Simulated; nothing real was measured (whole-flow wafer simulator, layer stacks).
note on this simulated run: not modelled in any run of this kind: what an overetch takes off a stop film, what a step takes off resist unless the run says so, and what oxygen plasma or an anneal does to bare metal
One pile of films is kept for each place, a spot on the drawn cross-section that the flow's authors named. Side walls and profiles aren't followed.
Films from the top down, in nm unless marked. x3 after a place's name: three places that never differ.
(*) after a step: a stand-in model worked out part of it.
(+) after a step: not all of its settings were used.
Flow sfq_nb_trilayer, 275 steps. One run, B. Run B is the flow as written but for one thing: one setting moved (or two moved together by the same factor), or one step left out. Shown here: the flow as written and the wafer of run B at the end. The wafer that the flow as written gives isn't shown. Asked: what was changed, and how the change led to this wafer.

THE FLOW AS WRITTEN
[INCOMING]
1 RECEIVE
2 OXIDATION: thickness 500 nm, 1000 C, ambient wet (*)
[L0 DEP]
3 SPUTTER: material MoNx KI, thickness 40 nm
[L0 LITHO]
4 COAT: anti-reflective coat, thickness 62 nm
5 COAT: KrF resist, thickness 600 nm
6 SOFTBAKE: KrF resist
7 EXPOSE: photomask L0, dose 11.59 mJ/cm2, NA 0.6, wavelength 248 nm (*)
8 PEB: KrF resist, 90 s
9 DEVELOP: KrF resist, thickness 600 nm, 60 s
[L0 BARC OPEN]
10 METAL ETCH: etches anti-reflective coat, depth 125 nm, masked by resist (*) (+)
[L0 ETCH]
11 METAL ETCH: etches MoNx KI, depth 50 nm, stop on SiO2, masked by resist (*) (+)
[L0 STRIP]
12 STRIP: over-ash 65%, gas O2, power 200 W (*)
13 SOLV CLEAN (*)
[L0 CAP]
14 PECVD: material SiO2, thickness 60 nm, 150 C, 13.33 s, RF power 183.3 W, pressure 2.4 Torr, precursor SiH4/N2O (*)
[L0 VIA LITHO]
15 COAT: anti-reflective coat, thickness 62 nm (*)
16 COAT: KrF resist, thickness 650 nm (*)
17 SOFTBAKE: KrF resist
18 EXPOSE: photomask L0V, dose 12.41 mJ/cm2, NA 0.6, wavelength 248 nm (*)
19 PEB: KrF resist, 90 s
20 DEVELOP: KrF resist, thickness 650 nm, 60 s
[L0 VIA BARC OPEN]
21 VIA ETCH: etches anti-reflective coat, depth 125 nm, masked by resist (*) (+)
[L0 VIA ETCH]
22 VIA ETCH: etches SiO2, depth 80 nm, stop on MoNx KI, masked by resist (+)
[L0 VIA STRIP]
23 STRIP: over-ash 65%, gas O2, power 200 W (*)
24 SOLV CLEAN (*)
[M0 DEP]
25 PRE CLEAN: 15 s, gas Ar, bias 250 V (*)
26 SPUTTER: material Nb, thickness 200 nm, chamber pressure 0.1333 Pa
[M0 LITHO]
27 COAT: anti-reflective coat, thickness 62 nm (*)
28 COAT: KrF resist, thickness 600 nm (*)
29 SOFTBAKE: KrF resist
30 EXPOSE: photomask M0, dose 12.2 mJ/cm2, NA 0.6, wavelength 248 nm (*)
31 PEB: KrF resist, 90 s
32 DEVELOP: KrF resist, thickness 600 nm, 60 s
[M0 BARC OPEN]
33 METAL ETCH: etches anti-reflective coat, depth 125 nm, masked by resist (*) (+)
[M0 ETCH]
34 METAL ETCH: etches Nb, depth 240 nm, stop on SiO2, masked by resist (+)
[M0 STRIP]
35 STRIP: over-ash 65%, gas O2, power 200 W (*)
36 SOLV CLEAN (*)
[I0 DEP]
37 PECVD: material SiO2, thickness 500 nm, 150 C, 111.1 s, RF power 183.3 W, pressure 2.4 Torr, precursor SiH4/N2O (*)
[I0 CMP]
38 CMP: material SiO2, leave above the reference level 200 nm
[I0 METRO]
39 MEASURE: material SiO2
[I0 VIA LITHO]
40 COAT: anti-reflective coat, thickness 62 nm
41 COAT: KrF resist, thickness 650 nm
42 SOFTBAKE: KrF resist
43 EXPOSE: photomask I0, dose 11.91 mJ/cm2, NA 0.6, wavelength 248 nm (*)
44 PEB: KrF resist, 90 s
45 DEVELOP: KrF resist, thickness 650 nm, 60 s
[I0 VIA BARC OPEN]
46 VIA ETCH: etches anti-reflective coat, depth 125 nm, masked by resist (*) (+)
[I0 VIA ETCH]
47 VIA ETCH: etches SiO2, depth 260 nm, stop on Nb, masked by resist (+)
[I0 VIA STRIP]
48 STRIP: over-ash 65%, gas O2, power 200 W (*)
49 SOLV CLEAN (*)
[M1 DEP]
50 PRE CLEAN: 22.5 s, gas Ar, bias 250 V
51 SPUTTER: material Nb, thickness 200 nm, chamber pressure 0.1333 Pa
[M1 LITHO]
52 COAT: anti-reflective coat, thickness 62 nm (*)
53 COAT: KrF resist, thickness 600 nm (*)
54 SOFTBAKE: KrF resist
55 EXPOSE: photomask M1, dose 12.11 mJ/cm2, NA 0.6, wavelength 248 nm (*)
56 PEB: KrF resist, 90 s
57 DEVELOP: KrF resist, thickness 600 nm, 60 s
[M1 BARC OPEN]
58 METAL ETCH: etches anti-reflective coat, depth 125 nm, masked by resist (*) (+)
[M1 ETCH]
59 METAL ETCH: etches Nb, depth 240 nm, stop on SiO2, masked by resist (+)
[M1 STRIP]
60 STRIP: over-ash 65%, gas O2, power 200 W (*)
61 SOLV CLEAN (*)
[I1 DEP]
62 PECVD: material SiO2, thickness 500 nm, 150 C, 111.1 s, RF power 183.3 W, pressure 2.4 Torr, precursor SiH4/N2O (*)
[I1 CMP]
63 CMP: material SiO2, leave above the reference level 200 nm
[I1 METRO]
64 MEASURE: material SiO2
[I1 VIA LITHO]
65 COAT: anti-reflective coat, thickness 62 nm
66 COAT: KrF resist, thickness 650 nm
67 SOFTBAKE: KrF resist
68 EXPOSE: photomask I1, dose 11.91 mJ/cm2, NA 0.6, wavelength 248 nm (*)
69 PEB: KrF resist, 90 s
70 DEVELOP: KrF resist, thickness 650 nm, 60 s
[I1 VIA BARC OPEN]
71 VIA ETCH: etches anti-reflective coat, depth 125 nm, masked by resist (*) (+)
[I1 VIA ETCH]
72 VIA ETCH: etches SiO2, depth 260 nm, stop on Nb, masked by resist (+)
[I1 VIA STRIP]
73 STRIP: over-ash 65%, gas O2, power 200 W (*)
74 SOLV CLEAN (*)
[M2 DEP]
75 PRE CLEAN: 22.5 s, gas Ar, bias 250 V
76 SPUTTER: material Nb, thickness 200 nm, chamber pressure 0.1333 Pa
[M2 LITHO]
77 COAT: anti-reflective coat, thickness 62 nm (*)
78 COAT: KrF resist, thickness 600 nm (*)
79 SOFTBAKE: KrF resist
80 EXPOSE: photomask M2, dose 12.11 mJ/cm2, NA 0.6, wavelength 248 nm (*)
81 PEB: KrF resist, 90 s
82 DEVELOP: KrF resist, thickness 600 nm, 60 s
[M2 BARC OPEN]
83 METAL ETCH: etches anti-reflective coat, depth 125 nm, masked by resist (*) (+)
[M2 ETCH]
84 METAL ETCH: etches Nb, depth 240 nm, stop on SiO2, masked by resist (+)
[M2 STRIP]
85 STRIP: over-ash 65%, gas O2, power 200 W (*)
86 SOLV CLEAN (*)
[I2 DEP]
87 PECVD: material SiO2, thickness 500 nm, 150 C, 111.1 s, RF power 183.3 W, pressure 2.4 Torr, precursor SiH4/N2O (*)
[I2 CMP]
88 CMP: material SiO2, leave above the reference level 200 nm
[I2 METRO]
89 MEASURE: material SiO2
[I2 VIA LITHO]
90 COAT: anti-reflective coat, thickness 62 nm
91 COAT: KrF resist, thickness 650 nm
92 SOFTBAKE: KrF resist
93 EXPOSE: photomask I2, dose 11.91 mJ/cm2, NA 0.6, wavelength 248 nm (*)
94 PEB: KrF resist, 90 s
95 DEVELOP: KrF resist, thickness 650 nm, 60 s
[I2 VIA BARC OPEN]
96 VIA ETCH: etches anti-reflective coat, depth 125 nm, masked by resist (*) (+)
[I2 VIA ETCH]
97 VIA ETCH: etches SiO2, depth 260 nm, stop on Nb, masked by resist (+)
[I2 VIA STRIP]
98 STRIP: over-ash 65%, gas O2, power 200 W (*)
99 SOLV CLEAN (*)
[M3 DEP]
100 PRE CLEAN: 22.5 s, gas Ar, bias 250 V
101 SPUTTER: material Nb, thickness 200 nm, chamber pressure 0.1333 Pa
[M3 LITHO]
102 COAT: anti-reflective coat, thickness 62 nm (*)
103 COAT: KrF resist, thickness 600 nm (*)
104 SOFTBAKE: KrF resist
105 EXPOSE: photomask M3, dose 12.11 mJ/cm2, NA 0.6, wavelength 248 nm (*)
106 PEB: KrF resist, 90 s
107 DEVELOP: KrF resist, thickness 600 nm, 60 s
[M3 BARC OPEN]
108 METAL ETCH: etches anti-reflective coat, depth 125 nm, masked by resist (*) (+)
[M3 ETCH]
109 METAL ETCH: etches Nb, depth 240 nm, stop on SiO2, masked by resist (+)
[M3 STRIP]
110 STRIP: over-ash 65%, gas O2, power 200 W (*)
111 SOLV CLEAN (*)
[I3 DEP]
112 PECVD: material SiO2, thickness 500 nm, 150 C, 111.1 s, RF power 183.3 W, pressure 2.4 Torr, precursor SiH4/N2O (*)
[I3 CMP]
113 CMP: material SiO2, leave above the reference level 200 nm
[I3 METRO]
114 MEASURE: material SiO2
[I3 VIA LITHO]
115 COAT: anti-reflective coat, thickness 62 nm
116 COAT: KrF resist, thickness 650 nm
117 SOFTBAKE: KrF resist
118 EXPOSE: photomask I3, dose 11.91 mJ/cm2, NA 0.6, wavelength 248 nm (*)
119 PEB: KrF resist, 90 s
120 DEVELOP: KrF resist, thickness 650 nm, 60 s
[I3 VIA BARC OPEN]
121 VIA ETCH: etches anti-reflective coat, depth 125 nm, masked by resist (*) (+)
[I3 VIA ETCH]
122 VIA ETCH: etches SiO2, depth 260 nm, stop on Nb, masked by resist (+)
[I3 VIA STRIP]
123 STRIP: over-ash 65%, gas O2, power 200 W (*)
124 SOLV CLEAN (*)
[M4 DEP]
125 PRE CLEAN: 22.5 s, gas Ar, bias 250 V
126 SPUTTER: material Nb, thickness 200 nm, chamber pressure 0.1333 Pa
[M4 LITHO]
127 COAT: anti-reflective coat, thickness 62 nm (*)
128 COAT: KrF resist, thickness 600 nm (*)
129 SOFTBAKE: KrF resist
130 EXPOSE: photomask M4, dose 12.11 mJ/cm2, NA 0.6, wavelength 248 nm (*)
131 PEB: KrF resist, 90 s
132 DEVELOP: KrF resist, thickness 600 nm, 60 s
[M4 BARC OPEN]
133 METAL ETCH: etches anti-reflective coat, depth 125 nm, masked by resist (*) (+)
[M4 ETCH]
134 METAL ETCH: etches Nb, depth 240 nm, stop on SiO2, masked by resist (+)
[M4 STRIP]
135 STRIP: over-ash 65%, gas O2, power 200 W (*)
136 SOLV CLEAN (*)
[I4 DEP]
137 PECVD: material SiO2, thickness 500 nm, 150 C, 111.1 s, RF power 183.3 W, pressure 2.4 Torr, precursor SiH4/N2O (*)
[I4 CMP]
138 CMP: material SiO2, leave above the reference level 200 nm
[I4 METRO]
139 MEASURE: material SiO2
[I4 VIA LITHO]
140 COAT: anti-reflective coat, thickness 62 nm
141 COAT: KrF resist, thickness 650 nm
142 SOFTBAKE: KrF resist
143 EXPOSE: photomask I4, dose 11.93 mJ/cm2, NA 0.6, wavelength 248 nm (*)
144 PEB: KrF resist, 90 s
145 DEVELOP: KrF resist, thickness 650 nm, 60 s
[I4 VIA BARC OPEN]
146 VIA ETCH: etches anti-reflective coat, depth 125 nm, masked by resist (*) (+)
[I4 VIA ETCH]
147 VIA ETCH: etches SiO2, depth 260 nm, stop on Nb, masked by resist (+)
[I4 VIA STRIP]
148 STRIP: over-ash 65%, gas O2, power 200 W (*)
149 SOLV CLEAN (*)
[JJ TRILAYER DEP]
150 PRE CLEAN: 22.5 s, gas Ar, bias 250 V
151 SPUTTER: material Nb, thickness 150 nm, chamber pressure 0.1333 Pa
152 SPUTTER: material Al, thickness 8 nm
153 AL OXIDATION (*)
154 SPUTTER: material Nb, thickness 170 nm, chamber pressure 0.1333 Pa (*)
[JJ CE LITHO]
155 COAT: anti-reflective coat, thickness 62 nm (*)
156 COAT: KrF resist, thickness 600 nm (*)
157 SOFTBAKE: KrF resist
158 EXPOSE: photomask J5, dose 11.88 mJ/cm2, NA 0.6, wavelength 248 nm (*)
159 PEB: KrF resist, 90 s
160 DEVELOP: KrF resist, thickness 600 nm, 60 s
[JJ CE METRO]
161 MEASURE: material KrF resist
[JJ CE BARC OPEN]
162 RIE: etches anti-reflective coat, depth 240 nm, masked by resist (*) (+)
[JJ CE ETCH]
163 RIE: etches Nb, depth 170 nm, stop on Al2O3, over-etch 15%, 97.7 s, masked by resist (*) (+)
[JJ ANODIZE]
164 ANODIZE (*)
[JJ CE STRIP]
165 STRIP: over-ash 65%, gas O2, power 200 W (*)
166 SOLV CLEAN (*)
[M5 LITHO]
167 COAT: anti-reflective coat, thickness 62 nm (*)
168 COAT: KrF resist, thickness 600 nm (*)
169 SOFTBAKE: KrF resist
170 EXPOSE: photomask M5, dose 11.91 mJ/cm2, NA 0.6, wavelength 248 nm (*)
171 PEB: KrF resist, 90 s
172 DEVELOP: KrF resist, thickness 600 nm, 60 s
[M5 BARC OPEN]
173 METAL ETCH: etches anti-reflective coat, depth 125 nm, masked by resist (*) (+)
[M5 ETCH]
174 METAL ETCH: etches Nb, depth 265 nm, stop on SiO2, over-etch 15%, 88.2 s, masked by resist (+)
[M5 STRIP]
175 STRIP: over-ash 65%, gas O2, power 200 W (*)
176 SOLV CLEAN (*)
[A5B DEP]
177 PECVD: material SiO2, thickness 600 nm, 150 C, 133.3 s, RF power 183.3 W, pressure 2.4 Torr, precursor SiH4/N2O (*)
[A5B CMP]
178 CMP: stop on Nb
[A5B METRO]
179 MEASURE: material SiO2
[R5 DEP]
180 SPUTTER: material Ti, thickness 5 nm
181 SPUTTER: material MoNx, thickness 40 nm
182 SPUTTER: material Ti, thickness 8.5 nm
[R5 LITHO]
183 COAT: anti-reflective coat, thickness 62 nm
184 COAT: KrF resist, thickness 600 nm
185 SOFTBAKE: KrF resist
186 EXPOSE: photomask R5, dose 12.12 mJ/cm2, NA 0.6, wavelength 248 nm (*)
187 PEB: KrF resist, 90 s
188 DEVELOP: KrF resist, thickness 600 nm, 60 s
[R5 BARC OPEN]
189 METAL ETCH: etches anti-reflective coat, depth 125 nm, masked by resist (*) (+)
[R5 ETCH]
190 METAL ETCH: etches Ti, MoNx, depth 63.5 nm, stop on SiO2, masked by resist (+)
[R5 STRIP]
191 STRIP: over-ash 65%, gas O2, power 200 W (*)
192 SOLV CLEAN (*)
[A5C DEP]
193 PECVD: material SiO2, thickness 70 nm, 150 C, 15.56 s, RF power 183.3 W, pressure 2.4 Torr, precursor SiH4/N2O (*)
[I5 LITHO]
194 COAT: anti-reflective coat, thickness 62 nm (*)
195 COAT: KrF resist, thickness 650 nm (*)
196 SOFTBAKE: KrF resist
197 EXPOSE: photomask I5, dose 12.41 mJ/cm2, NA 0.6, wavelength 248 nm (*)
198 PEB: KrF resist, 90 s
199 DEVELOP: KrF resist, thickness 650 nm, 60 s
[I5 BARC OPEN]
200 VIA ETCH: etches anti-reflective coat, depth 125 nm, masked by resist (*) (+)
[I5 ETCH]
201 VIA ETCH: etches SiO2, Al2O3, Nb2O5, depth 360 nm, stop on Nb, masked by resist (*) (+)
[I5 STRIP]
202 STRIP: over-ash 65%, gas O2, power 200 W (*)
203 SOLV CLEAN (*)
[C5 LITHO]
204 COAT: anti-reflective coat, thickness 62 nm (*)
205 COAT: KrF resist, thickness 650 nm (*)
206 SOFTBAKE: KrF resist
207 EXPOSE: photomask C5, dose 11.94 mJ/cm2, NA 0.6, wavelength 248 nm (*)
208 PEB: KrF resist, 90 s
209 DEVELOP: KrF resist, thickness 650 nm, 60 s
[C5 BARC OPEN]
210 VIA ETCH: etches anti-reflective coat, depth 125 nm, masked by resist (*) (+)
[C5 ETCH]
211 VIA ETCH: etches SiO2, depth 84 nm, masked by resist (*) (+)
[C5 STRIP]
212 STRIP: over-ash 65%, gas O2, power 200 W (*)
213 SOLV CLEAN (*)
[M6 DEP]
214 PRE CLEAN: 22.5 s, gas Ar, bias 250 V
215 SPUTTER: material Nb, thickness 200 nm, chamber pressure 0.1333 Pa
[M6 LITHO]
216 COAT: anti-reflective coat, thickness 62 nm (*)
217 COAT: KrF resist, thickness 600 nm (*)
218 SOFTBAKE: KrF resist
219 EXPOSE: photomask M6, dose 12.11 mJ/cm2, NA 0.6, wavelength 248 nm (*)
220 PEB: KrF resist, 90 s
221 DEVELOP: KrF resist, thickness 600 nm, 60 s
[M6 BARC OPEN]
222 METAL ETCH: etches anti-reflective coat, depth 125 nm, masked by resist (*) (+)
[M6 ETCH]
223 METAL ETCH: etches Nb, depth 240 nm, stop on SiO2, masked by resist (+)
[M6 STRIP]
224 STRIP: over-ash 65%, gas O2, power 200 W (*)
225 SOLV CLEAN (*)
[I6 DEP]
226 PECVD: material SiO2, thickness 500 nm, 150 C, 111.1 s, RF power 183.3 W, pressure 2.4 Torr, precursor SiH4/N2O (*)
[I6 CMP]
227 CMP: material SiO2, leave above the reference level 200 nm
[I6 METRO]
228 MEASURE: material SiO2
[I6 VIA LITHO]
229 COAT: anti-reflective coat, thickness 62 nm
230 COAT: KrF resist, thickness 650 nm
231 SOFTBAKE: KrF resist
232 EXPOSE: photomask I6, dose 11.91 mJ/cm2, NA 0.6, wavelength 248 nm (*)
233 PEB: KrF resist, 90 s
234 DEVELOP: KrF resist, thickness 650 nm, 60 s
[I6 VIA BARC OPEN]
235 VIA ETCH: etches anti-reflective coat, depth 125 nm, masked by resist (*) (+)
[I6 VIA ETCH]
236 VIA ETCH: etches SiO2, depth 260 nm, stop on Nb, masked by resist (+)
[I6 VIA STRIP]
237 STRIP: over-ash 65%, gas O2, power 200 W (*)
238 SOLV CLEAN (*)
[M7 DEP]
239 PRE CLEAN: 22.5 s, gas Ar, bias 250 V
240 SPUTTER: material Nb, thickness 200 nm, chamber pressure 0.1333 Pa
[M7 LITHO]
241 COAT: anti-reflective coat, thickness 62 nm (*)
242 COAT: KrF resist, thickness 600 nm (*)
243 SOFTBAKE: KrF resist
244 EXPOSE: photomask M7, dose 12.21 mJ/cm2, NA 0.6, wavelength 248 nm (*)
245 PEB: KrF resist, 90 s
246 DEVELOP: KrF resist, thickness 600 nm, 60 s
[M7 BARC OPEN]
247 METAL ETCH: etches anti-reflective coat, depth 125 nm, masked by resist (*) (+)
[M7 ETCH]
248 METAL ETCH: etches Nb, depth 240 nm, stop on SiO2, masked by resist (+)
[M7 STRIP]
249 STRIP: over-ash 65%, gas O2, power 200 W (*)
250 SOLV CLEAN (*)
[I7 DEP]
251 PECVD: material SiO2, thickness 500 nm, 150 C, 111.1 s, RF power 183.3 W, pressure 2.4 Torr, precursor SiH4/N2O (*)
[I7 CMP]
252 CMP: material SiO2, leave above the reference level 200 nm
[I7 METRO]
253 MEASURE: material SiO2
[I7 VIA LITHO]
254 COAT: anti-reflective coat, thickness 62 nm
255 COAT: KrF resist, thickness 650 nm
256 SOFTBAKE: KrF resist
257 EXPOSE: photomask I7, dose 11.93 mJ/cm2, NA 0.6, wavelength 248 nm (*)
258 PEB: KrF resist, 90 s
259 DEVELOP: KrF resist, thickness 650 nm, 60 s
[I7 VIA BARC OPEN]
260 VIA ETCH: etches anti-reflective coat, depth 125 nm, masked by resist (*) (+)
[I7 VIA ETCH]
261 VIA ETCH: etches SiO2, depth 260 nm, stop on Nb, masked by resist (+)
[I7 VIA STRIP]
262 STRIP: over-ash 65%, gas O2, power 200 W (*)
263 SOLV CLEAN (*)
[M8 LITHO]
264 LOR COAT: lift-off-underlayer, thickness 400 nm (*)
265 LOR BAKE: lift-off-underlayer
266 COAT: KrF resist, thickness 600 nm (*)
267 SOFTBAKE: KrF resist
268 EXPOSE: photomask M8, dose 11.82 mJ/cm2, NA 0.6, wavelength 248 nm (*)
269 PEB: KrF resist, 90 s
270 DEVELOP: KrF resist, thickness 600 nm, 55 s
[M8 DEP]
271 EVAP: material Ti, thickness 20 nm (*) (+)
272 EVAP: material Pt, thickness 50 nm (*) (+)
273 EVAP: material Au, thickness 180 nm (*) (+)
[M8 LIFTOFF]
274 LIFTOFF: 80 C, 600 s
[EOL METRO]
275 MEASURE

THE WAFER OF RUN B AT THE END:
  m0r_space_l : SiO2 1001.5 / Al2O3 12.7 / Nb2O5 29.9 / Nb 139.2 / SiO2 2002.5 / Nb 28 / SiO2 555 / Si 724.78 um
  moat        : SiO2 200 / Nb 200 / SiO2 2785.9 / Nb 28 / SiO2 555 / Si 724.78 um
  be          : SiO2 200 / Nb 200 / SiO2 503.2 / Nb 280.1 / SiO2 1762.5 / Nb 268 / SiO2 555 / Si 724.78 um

The cause: step 26, SPUTTER: thickness 268 nm was run, where the flow has thickness 200 nm.
It can be read off the wafer: be has Nb 268, and step 26 as written asks for 200 nm.

How the change led to this, step by step:
  26 SPUTTER: material Nb, thickness 200 nm, chamber pressure 0.1333 Pa
      field_l, v_sur, via_wl and 102 more: Nb +268 (new film) (as written it would be: Nb +200 (new film))
      l0v: Nb +263.9 (new film) (as written it would be: Nb +195.7 (new film))
  34 METAL ETCH: etches Nb, depth 240 nm, stop on SiO2, masked by resist (+)
      moat, m0r_space_l, m0r_space_r: Nb -240 (as written it would be: Nb -200 (all of it))
  37 PECVD: material SiO2, thickness 500 nm, 150 C, 111.1 s, RF power 183.3 W, pressure 2.4 Torr, precursor SiH4/N2O (*)
      moat, m0r_space_l, m0r_space_r: SiO2 +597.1 (new film) (as written it would be: SiO2 +557.1)
Counting metal films that touch as one body, m0r_space_l has 2 bodies (between them, from the top down: SiO2 2002.5); the flow as written gives 1 body.
Counting metal films that touch as one body, moat has 2 bodies (between them, from the top down: SiO2 2785.9); the flow as written gives 1 body.
